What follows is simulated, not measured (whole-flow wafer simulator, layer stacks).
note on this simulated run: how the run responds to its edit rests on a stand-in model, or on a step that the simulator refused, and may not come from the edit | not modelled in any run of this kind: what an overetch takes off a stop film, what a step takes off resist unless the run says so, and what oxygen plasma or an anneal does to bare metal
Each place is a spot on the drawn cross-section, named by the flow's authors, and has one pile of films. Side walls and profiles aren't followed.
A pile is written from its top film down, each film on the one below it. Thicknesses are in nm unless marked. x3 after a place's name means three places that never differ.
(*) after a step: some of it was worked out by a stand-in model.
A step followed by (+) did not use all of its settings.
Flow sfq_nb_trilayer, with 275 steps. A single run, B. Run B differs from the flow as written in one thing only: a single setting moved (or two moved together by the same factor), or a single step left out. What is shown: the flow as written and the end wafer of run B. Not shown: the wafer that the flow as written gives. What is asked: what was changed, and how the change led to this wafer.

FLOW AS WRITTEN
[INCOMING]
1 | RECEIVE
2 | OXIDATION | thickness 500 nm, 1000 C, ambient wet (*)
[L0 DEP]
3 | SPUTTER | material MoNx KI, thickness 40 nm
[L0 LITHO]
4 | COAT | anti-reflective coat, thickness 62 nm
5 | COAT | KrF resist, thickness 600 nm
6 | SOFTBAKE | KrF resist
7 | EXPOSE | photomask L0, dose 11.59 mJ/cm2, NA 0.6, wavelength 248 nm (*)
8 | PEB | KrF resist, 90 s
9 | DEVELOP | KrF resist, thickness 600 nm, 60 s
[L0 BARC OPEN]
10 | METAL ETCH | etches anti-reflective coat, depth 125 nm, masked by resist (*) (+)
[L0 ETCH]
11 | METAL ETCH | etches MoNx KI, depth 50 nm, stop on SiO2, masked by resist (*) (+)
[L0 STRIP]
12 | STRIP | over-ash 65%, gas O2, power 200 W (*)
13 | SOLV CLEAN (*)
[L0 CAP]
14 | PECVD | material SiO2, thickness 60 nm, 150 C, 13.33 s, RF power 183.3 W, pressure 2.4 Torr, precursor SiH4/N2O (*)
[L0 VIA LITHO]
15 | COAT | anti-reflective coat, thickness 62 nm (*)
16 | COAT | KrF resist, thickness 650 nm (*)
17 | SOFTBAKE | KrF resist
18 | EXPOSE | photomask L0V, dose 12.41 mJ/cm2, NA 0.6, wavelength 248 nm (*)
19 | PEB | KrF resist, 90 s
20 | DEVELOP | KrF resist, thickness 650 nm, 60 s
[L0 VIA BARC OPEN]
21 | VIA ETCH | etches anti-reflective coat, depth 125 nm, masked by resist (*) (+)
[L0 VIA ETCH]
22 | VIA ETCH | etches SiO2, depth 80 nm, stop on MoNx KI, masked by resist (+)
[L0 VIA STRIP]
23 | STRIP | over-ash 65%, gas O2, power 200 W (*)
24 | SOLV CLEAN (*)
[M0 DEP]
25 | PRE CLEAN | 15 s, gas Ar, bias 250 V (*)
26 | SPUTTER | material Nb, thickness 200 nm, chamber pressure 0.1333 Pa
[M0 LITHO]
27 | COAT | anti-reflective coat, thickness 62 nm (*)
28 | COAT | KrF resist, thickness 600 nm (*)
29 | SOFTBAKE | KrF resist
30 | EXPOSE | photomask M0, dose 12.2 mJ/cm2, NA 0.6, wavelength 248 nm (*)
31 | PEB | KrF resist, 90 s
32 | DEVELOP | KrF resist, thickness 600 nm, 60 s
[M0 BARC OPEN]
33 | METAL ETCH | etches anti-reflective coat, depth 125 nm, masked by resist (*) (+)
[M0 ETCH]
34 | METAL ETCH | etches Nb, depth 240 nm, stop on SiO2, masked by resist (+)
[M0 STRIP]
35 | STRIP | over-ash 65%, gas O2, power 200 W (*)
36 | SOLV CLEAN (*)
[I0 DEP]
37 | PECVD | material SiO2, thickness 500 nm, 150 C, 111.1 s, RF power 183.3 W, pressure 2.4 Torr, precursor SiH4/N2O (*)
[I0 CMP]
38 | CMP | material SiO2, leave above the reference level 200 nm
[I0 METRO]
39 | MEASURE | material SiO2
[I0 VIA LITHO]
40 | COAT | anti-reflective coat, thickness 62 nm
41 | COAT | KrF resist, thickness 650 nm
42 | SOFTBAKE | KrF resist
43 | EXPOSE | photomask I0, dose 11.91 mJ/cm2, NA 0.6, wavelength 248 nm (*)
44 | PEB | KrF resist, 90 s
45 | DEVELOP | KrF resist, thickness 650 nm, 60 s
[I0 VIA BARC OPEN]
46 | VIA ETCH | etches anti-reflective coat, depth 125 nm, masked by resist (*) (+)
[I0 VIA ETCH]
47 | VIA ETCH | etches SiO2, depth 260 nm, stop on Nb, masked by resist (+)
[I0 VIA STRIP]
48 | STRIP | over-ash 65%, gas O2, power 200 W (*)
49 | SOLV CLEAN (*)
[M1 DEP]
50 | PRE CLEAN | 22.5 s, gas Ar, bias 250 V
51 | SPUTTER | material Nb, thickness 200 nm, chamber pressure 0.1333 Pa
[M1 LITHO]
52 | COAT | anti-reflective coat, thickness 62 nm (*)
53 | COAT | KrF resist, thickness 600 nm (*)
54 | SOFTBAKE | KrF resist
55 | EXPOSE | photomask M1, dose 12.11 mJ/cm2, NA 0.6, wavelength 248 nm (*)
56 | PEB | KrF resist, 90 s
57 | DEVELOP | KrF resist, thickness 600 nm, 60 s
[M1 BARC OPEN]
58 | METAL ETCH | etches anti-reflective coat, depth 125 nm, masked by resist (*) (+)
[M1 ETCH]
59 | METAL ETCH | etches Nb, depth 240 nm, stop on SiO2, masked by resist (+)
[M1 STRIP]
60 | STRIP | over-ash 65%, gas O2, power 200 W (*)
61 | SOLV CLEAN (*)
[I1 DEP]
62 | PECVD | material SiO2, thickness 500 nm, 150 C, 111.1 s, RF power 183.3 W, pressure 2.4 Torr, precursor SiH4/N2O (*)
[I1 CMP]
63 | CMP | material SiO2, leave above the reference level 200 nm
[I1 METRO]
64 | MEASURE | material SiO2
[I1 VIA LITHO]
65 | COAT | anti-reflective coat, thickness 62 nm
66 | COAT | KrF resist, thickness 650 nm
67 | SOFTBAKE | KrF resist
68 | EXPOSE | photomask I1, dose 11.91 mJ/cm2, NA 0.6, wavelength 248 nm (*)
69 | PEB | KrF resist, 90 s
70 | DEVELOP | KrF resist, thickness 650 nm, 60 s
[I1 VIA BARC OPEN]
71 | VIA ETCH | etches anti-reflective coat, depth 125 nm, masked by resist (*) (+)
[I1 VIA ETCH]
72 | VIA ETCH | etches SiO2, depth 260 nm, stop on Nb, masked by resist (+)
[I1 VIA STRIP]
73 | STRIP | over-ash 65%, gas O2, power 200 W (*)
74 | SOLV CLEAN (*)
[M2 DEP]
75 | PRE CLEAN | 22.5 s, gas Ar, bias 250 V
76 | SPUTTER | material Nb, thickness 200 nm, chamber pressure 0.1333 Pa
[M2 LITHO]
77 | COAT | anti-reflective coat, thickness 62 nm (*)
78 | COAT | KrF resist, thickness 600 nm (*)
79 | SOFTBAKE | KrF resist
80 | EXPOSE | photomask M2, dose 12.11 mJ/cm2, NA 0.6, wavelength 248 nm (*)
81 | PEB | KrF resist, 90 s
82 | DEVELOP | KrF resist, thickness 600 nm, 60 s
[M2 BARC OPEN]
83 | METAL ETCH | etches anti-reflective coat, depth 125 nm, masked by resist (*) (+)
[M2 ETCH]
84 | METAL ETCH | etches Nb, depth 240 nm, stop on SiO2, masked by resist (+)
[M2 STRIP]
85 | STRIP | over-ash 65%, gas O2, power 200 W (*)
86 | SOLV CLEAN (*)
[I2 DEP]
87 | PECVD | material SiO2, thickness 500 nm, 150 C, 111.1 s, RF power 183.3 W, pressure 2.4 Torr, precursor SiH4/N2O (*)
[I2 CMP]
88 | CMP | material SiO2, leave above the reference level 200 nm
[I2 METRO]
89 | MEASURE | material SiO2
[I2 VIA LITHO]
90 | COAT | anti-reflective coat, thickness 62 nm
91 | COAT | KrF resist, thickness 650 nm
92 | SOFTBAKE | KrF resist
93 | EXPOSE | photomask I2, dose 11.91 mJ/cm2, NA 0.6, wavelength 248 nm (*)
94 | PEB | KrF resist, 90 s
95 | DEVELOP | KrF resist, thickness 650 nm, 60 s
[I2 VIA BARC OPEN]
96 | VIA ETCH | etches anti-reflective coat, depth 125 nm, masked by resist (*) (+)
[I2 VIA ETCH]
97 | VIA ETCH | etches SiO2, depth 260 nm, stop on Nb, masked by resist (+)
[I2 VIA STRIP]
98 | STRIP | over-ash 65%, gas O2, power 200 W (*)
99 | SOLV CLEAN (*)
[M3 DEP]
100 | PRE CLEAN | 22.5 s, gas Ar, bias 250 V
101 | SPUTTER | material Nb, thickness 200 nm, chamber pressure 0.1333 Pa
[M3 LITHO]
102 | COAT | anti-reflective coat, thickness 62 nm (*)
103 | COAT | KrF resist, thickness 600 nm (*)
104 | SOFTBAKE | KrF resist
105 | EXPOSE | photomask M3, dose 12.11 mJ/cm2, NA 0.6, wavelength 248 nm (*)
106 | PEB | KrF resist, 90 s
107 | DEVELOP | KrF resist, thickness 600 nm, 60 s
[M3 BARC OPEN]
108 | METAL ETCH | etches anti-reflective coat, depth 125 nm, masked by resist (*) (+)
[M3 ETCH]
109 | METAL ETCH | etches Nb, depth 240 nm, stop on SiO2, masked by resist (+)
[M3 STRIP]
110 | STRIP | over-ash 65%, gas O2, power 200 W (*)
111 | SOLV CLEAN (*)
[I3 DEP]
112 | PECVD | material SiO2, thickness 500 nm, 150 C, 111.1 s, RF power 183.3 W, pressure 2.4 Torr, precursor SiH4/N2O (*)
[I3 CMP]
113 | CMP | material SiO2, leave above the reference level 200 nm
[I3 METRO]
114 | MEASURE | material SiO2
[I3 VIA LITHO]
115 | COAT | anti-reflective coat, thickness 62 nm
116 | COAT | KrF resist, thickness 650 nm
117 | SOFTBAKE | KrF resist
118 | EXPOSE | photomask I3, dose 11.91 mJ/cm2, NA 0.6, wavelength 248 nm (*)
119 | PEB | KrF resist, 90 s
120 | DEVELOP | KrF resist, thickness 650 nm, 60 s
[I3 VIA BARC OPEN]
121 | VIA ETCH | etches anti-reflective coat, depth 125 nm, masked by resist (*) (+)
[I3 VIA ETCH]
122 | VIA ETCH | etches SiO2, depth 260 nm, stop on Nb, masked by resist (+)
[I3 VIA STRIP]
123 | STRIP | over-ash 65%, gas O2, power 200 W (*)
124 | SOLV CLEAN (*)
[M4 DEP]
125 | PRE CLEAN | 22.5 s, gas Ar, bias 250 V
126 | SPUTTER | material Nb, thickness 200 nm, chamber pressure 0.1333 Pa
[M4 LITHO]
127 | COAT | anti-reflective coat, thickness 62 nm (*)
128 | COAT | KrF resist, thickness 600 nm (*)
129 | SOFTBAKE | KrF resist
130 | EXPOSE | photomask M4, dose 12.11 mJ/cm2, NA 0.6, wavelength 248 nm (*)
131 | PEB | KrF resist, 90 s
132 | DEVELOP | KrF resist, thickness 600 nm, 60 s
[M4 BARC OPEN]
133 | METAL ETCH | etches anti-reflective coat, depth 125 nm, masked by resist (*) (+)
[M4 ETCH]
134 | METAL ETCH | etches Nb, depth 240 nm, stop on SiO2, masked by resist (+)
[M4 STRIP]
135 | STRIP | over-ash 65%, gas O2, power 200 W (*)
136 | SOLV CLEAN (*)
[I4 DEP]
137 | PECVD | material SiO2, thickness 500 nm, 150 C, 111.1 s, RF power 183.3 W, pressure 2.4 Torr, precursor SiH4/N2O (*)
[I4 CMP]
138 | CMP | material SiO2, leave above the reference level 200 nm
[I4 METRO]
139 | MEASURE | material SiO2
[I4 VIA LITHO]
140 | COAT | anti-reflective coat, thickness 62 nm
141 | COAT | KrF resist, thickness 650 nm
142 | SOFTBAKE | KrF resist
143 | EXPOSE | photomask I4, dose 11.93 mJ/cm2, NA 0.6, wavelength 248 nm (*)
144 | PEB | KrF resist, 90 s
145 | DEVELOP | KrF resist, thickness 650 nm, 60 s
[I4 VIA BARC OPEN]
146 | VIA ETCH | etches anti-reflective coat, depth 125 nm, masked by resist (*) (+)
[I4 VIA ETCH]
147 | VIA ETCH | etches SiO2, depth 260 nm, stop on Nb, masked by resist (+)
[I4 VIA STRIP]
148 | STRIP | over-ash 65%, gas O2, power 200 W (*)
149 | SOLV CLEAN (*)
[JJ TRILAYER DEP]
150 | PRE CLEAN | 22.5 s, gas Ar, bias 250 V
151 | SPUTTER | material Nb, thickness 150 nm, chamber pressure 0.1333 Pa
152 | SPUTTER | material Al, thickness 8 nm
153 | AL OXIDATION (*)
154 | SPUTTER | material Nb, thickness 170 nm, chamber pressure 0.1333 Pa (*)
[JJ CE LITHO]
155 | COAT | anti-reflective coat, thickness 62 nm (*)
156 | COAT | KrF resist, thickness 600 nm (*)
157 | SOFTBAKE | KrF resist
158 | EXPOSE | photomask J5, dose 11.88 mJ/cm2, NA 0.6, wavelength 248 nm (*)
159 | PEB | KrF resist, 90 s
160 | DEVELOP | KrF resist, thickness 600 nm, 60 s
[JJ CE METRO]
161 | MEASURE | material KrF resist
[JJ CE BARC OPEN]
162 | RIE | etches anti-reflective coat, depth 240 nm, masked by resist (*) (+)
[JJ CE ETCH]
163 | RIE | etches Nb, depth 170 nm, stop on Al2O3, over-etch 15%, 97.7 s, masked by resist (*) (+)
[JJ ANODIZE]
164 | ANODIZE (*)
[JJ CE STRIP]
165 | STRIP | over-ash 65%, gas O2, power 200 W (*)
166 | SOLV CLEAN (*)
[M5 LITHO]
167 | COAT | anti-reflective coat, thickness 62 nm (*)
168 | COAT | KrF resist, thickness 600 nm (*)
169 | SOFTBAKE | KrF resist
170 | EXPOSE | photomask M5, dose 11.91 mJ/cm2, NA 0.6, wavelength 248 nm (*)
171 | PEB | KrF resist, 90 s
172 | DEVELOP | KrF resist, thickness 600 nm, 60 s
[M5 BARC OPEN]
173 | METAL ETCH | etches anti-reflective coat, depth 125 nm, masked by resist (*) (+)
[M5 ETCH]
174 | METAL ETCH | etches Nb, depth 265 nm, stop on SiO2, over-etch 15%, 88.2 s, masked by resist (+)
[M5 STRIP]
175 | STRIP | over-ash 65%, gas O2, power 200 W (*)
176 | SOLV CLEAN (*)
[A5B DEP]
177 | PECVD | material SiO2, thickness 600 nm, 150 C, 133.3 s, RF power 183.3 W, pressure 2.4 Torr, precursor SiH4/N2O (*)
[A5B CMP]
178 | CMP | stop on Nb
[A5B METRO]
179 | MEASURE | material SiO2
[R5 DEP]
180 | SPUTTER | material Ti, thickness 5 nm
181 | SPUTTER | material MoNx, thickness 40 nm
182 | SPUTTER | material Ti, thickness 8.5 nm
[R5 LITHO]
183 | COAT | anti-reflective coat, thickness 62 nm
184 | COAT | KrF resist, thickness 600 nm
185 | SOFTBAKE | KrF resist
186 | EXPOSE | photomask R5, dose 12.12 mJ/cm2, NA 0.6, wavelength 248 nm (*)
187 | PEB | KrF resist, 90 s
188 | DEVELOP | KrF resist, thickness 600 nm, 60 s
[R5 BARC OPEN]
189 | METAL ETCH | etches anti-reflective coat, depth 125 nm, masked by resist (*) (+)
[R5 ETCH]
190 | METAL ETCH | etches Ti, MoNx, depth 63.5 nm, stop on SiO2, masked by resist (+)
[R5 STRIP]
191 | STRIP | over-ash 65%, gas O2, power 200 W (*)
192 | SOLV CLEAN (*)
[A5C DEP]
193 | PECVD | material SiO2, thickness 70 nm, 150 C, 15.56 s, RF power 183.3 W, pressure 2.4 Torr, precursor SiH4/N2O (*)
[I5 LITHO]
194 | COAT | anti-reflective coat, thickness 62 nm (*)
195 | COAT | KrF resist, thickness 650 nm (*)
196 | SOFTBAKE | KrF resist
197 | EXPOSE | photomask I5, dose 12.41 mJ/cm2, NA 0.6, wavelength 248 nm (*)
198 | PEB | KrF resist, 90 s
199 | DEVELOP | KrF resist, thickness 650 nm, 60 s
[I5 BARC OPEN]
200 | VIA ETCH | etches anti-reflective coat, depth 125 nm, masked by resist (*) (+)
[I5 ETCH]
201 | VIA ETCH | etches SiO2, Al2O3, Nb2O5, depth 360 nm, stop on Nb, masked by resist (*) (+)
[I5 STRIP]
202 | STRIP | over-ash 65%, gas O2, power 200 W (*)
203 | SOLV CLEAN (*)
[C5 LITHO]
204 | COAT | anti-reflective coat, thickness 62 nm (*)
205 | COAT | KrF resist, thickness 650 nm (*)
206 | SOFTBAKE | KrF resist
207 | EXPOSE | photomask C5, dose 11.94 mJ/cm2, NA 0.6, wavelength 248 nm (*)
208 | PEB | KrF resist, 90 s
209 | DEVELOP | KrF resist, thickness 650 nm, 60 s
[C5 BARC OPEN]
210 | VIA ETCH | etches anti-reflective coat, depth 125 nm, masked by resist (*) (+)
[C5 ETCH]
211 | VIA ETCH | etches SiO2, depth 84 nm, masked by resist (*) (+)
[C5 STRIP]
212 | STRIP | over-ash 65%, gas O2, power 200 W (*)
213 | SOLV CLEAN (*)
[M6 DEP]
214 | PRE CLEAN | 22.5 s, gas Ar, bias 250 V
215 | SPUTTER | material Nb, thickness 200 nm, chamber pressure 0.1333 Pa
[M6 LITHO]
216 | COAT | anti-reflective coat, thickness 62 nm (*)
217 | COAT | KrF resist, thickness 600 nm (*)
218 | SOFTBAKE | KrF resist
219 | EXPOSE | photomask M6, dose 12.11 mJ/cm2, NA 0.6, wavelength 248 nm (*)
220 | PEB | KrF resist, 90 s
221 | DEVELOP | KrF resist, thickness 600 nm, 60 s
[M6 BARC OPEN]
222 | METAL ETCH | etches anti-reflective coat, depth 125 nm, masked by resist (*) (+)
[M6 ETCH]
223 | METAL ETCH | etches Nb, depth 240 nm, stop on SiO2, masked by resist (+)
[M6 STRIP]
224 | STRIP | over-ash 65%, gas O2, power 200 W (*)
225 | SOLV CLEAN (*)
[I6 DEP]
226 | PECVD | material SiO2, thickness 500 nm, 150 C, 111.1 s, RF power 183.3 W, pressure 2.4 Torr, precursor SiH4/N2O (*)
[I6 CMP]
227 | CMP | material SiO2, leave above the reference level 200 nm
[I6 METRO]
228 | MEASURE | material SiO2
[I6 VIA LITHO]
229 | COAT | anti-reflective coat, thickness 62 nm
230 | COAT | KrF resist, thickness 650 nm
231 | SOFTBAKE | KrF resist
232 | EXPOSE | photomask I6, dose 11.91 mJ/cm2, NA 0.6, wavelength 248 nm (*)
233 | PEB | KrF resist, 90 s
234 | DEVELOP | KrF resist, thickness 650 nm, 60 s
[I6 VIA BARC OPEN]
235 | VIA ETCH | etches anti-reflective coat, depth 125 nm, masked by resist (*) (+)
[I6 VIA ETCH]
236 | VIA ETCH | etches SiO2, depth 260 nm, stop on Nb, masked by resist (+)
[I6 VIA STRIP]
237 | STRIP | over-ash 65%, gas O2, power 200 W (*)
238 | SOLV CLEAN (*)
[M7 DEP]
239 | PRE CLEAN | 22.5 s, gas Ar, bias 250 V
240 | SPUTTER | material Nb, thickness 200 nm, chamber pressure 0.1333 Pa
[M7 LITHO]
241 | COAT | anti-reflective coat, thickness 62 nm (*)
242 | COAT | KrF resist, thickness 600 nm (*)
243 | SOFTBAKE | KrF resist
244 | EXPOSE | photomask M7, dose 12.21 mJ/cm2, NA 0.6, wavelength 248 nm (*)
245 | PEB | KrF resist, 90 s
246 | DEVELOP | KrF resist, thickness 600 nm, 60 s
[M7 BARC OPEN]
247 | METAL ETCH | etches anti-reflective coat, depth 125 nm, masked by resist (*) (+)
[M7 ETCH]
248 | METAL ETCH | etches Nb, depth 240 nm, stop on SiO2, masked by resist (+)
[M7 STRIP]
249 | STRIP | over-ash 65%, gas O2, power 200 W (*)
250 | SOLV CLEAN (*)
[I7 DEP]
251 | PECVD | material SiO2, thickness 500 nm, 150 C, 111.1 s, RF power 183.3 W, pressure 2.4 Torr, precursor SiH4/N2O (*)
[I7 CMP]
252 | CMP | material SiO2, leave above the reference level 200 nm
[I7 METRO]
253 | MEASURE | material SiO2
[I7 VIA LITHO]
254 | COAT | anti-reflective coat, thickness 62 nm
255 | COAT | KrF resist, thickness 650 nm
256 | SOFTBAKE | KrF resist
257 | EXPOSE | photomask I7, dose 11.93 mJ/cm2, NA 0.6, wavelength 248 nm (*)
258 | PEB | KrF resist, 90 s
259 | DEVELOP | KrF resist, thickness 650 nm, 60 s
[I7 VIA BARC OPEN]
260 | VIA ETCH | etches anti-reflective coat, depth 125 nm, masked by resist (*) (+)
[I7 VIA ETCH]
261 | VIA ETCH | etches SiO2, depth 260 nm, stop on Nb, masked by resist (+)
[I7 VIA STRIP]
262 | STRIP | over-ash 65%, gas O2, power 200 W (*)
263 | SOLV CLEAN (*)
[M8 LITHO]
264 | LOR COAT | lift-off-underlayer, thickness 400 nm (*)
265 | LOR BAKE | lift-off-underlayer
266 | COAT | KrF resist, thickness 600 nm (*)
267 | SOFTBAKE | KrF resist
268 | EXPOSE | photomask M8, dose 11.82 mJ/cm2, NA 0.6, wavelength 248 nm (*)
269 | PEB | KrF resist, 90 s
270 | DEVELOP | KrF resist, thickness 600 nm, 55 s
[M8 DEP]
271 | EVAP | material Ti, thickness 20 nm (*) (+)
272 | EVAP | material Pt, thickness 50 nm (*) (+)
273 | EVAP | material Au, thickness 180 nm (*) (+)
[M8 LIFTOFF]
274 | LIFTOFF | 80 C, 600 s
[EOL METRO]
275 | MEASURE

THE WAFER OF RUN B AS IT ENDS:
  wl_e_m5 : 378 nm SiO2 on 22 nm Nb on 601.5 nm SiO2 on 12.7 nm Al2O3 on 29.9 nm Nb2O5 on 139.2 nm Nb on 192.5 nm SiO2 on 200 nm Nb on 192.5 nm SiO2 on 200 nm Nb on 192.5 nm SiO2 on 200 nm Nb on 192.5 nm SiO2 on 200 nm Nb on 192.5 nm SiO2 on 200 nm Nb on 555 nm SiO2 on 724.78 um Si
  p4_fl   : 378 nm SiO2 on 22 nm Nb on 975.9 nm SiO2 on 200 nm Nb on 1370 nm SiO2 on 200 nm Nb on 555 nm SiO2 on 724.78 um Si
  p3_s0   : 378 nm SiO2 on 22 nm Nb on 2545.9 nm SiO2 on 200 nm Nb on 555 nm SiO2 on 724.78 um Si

Cause: step 247, METAL ETCH: etches anti-reflective coat, depth 125 nm, masked by resist (*) (+), was omitted.

Step by step, how the change led to this:
  248 | METAL ETCH | etches Nb, depth 240 nm, stop on SiO2, masked by resist (+)
      p4_fl, p4_fm, p4_w1 and 57 more: anti-reflective coat loses 62 (all of it), Nb loses 178 (as written it would have been: Nb loses 200 (all of it))
      field_r, lsp_l, l0_sur, l0v: anti-reflective coat loses 61.8 (all of it), Nb loses 178.2 (as written it would have been: Nb loses 200 (all of it))
      (and at 1 other place as well)
  249 | STRIP | over-ash 65%, gas O2, power 200 W (*)
      wl_j_sl, wl_jj, wl_j_sr and 14 more: KrF resist loses 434 (all of it), anti-reflective coat loses 62 (all of it) (as written it would have been: KrF resist loses 382.4 (all of it), anti-reflective coat loses 62 (all of it))
      ln_m5, lsp_m, ln_m6, lsp_r: KrF resist loses 433.6 (all of it), anti-reflective coat loses 61.8 (all of it) (as written it would have been: KrF resist loses 381.9 (all of it), anti-reflective coat loses 61.8 (all of it))
      (and at 20 other places as well)
  251 | PECVD | material SiO2, thickness 500 nm, 150 C, 111.1 s, RF power 183.3 W, pressure 2.4 Torr, precursor SiH4/N2O (*)
      field_l, p4_fl, p4_fm and 56 more: SiO2 gains 500 (new film) (as written it would have been: SiO2 gains 500)
      field_r, lsp_l: SiO2 gains 480.1 (new film) (as written it would have been: SiO2 gains 477.7)
      (and at 4 other places as well)
  252 | CMP | material SiO2, leave above the reference level 200 nm
      p4_fl, p4_fm, p4_w1 and 55 more: SiO2 loses 122 (as written it would have been: SiO2 loses 100)
      field_r, lsp_l: SiO2 loses 101.9 (as written it would have been: SiO2 loses 77.7)
      (and at 3 other places as well)
If metal films that touch count as one body, wl_e_m5 has 7 bodies (between them, from the top down: SiO2 601.5 / Al2O3 12.7 / Nb2O5 29.9; SiO2 192.5; SiO2 192.5; SiO2 192.5; SiO2 192.5; SiO2 192.5); the flow as written gives 6 bodies (between them, from the top down: SiO2 192.5; SiO2 192.5; SiO2 192.5; SiO2 192.5; SiO2 192.5).
If metal films that touch count as one body, p4_fl has 3 bodies (between them, from the top down: SiO2 975.9; SiO2 1370); the flow as written gives 2 bodies (between them, from the top down: SiO2 1370).
If metal films that touch count as one body, p3_s0 has 2 bodies (between them, from the top down: SiO2 2545.9); the flow as written gives 1 body.
